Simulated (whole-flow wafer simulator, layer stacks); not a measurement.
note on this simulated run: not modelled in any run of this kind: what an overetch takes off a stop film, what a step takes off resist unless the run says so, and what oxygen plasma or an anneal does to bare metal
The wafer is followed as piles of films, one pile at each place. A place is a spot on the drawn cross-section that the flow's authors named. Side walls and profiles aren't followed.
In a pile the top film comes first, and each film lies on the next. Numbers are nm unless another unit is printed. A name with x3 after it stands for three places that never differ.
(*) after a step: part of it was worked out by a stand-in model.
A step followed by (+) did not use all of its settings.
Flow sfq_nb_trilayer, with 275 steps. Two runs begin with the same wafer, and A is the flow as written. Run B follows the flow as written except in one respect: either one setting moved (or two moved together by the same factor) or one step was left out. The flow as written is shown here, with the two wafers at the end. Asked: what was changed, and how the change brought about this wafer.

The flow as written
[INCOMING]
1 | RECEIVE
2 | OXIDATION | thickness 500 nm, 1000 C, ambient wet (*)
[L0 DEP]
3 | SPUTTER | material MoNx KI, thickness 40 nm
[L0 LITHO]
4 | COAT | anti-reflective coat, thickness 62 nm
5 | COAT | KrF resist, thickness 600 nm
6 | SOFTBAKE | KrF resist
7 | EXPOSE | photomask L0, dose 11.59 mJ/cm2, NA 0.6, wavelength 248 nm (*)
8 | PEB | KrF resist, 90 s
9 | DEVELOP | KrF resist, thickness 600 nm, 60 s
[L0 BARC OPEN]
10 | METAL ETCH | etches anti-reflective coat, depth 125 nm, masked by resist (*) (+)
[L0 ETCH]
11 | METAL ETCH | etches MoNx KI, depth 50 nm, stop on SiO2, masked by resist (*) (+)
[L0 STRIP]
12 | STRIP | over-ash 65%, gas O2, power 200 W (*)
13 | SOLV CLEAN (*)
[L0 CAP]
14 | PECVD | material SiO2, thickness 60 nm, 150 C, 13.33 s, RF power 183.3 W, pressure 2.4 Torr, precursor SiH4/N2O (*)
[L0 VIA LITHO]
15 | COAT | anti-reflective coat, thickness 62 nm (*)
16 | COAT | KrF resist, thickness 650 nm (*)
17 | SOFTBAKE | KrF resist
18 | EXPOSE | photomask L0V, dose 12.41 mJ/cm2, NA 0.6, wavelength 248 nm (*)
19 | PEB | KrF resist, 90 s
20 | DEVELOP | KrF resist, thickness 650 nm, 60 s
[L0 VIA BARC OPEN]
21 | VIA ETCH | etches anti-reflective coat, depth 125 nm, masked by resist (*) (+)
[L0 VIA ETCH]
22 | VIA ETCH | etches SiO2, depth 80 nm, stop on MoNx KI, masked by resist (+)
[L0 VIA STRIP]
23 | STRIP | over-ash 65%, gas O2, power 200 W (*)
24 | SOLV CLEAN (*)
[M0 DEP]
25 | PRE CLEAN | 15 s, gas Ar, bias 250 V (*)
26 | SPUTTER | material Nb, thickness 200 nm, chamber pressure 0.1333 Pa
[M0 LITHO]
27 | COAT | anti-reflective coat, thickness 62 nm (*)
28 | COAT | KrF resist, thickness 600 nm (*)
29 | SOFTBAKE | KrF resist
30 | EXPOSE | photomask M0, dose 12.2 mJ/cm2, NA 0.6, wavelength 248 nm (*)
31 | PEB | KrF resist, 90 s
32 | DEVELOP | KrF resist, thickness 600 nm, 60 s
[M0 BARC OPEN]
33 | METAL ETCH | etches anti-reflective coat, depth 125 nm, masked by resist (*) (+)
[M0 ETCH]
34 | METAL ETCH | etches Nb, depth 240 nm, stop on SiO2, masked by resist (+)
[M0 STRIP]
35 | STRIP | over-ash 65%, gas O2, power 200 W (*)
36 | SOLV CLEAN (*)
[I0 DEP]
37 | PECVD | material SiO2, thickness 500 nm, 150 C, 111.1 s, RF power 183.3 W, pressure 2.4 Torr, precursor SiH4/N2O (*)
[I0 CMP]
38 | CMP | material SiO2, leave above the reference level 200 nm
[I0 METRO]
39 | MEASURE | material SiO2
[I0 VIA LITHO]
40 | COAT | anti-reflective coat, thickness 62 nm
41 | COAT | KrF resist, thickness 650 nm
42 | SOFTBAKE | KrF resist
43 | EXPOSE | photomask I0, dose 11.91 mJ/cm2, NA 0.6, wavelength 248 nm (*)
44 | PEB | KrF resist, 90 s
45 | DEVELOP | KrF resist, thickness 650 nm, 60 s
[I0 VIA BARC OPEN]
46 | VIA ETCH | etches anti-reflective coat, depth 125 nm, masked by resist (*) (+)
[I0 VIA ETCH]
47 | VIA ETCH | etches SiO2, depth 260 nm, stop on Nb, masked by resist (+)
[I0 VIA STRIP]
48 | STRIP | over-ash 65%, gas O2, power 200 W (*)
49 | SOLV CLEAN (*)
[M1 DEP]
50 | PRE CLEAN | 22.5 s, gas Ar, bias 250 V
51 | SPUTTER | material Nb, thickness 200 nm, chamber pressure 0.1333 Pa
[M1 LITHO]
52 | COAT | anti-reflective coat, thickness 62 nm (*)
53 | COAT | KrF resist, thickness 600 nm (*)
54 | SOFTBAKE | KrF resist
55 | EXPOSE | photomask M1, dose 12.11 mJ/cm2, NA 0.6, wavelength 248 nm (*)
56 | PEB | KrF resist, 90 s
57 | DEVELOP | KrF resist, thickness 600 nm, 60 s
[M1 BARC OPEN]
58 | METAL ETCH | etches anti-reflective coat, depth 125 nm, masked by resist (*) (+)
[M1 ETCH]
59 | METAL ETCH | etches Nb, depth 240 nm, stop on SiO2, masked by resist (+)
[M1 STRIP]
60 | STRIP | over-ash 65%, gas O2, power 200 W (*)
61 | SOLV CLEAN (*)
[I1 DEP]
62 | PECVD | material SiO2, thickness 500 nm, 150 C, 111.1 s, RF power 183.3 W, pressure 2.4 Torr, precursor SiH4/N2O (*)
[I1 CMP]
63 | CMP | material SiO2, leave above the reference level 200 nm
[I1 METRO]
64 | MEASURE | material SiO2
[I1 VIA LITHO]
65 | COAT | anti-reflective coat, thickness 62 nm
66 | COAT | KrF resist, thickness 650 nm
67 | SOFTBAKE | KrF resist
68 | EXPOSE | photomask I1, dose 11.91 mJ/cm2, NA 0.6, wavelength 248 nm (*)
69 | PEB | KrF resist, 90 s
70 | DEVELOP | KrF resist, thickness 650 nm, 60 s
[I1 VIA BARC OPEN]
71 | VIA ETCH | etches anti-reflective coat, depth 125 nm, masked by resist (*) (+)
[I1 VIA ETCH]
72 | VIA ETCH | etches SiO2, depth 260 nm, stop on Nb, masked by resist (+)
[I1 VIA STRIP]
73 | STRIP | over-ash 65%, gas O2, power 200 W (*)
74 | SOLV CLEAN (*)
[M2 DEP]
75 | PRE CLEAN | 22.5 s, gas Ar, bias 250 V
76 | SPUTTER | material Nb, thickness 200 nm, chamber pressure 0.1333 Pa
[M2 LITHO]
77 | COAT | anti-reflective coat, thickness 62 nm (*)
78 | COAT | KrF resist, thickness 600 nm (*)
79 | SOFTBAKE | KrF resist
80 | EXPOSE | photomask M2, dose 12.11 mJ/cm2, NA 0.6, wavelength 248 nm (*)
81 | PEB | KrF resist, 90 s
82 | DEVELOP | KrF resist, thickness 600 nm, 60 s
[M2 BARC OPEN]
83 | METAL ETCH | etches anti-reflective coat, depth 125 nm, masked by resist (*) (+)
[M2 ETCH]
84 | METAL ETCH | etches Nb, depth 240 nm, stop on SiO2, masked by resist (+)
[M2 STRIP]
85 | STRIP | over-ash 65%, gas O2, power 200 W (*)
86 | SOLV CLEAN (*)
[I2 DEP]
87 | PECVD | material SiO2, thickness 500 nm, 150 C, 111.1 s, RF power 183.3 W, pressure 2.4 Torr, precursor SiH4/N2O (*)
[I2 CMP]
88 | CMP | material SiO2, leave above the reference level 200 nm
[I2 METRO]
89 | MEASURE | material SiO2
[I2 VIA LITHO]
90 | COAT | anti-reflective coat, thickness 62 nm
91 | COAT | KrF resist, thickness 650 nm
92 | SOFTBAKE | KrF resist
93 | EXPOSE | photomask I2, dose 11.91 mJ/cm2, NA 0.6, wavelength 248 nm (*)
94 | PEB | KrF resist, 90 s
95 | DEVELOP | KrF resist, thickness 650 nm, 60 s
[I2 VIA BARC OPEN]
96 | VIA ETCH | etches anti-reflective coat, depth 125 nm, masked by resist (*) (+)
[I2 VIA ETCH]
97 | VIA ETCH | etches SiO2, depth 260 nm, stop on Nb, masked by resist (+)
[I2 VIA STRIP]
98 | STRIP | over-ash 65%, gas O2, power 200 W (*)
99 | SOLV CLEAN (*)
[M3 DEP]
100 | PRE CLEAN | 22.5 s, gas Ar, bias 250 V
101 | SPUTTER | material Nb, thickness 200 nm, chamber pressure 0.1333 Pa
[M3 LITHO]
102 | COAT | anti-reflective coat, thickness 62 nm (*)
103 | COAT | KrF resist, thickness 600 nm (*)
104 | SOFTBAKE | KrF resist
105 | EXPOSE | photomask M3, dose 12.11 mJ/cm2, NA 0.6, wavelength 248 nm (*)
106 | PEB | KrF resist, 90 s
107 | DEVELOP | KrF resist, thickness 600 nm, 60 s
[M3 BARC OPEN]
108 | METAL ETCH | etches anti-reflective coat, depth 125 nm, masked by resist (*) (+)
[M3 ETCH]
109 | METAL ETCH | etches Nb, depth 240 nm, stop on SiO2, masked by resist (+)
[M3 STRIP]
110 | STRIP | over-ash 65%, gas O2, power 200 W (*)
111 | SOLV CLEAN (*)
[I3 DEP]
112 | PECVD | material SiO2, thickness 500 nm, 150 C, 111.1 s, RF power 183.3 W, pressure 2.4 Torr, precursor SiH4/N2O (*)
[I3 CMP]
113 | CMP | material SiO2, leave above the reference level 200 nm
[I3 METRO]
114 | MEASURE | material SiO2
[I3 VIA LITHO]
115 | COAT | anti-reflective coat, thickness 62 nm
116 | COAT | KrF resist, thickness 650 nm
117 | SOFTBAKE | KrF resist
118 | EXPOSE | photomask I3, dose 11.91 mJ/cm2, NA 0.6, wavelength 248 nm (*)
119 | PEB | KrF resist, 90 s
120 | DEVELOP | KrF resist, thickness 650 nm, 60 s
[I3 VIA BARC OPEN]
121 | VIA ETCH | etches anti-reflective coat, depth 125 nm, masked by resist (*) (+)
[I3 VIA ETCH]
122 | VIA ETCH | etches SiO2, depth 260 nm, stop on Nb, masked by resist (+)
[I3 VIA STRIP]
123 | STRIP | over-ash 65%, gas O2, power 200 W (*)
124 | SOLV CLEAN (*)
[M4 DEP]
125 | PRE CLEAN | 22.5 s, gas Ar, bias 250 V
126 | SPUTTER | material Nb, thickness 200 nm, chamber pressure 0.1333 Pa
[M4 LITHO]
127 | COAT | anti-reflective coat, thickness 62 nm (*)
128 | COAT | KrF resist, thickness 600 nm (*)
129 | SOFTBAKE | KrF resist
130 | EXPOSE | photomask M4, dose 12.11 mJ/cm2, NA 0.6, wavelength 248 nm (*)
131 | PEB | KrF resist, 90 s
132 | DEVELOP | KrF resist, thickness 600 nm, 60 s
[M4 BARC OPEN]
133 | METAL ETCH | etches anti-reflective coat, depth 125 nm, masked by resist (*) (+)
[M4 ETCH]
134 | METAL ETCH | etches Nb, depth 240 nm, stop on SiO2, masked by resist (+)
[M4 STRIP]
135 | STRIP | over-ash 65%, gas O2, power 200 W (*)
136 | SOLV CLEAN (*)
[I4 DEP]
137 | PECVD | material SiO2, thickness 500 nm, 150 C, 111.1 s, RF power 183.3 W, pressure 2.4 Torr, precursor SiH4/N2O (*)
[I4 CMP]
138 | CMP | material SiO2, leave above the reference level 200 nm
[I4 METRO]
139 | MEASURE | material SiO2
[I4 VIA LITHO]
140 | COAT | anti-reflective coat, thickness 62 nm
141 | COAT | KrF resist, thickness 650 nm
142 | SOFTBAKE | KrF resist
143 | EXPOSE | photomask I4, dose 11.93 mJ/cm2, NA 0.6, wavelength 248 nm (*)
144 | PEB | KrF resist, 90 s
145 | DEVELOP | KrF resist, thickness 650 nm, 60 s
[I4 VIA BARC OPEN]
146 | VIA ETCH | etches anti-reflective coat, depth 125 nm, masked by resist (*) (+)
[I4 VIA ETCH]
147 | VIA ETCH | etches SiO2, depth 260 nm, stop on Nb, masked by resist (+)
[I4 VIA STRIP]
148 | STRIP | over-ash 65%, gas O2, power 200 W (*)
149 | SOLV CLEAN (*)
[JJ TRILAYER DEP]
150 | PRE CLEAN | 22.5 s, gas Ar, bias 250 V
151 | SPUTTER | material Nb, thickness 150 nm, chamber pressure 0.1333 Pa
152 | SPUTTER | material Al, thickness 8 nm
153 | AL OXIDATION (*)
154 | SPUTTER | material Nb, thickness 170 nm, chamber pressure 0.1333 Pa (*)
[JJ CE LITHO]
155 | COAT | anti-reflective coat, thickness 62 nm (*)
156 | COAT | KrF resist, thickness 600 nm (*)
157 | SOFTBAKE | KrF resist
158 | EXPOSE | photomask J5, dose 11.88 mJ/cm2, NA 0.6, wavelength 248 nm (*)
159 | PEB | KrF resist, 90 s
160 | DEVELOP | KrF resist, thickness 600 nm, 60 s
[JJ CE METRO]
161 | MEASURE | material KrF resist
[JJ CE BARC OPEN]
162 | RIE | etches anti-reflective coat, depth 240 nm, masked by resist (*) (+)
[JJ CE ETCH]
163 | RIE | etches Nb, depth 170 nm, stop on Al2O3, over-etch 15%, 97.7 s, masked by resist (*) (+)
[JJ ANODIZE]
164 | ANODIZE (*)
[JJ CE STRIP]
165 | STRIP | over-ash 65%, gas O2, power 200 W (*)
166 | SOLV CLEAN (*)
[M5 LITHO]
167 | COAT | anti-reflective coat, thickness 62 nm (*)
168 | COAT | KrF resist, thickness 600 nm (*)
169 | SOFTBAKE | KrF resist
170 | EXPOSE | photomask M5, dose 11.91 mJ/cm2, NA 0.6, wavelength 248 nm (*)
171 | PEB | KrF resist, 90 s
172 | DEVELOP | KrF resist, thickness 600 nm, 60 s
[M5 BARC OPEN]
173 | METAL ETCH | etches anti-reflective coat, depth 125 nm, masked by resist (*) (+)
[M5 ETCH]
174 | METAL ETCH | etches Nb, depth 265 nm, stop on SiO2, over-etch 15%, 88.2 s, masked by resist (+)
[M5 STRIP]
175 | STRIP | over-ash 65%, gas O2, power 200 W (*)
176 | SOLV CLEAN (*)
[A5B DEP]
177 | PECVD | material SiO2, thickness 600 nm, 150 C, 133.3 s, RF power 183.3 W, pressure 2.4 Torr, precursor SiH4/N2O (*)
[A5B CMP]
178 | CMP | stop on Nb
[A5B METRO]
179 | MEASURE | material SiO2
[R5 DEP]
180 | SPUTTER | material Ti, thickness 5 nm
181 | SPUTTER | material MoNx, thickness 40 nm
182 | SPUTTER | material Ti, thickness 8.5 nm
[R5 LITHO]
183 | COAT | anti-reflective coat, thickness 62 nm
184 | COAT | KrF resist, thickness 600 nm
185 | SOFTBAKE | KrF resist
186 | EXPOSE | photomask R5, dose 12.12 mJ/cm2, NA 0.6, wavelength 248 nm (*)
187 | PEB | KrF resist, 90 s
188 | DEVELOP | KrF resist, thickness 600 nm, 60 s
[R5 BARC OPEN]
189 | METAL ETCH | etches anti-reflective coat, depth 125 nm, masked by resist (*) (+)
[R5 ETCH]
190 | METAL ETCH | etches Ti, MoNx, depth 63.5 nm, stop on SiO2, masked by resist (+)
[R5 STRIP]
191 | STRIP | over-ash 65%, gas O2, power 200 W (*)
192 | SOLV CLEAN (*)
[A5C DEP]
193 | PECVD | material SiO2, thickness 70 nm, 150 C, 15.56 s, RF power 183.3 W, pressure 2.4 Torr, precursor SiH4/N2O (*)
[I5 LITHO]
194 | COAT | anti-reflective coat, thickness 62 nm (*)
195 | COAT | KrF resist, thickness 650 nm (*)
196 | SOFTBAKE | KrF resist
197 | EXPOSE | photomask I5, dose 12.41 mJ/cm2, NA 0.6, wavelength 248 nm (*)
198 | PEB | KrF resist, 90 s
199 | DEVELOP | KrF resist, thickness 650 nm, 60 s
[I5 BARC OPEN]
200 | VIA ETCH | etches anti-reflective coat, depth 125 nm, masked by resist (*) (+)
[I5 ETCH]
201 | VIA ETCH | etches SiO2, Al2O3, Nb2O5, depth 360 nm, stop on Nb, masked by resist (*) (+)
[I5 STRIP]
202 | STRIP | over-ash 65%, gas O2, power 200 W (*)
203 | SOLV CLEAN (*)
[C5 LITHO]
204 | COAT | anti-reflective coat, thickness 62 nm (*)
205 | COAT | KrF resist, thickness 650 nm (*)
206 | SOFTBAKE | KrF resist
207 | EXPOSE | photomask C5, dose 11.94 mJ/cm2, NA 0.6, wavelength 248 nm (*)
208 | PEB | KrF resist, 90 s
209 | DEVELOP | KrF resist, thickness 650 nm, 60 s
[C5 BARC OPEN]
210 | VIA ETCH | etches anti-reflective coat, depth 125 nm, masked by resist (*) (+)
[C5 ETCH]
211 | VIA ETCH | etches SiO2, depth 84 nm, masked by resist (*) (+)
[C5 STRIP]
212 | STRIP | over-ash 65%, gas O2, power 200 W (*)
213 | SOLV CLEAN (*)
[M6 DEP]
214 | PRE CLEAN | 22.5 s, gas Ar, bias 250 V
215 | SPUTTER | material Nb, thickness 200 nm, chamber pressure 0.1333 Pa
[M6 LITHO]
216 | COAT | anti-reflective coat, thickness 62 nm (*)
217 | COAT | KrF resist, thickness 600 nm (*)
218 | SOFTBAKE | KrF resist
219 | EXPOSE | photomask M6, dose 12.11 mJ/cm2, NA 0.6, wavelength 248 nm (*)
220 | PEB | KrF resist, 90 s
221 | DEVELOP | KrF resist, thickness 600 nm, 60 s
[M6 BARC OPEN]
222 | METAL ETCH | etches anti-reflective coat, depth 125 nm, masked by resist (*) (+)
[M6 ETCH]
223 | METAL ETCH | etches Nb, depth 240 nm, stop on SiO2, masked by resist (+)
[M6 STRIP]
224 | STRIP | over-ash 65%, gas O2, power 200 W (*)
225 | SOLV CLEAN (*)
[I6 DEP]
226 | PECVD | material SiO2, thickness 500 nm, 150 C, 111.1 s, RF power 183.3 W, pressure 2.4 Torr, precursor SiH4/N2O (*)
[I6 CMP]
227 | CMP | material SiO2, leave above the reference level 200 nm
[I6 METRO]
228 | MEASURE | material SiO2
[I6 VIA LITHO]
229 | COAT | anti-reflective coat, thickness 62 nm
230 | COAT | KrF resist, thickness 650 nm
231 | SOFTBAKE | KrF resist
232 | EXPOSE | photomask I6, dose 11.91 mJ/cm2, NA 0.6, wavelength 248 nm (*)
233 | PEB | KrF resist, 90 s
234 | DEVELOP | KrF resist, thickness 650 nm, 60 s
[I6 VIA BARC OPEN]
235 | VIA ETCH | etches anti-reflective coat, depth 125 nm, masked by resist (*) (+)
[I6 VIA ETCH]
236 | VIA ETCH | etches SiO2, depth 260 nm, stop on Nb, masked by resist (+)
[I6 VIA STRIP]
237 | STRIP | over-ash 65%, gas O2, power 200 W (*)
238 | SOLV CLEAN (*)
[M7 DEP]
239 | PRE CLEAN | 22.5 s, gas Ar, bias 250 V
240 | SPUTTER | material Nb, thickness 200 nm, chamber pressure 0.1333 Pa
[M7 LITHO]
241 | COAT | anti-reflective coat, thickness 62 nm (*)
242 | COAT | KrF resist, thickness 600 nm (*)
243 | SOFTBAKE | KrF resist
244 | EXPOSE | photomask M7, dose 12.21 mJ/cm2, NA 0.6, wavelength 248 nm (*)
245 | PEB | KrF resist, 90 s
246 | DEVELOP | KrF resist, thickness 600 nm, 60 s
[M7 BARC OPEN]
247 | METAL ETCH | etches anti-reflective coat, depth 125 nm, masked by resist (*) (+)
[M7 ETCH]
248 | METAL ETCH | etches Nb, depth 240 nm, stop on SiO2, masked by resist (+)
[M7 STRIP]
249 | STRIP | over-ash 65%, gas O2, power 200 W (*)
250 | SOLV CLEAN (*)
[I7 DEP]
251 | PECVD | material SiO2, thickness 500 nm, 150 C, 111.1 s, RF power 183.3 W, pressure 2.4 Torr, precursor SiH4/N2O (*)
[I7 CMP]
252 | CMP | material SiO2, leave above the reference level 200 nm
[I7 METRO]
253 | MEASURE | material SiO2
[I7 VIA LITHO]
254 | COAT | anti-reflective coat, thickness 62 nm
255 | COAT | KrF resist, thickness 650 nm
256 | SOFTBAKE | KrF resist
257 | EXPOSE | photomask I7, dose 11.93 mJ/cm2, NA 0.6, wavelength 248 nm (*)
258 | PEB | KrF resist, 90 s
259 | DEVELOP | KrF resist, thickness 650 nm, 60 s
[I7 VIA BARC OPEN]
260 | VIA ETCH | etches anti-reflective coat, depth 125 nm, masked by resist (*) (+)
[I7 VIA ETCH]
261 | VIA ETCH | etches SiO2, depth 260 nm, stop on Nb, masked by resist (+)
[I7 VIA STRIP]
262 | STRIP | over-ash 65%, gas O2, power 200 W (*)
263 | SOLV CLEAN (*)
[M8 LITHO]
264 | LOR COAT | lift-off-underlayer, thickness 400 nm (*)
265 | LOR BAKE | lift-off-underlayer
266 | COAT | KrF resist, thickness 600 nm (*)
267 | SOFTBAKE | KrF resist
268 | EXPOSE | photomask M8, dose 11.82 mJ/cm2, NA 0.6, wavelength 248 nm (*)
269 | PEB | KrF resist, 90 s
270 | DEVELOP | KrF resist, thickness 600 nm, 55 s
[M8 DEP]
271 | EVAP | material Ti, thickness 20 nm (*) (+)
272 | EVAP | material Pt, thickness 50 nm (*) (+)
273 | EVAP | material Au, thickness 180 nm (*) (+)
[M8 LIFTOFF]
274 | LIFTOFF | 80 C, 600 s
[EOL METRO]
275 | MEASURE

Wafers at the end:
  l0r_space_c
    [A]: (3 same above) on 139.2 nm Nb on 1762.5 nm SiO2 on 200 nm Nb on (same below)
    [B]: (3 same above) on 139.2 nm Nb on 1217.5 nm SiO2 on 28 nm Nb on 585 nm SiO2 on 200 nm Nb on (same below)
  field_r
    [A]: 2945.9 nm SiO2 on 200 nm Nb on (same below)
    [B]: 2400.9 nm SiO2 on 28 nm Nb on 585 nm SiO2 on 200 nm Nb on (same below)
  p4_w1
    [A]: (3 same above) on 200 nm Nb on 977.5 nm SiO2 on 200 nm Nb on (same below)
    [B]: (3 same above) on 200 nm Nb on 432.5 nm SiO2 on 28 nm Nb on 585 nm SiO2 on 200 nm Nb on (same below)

What caused this: step 76, SPUTTER: thickness 268 nm was run, though the flow has thickness 200 nm.

How this came from the change, step by step:
  76 | SPUTTER | material Nb, thickness 200 nm, chamber pressure 0.1333 Pa
      field_l, v_sur, via_wl and 102 more: A +200 Nb (new film) | B +268 Nb (new film)
      via_v: A +174.5 Nb | B +234.8 Nb
  84 | METAL ETCH | etches Nb, depth 240 nm, stop on SiO2, masked by resist (+)
      field_l, be, be_sur and 81 more: A -200 Nb (all of it) | B -240 Nb
  87 | PECVD | material SiO2, thickness 500 nm, 150 C, 111.1 s, RF power 183.3 W, pressure 2.4 Torr, precursor SiH4/N2O (*)
      field_l, be, be_sur and 81 more: A +500 SiO2 | B +500 SiO2 (new film)
      via_v: A +606 SiO2 (new film) | B +589.3 SiO2 (new film)
  88 | CMP | material SiO2, leave above the reference level 200 nm
      field_l, be, be_sur and 81 more: A -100 SiO2 | B -60 SiO2
      via_v: A -181.6 SiO2 | B -157.1 SiO2
Taking metal films that touch as one body, l0r_space_c has 3 bodies (between them, from the top down: SiO2 1217.5; SiO2 585); the flow as written gives 2 bodies (between them, from the top down: SiO2 1762.5).
Taking metal films that touch as one body, field_r has 2 bodies (between them, from the top down: SiO2 585); the flow as written gives 1 body.
Taking metal films that touch as one body, p4_w1 has 4 bodies (between them, from the top down: SiO2 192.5; SiO2 432.5; SiO2 585); the flow as written gives 3 bodies (between them, from the top down: SiO2 192.5; SiO2 977.5).
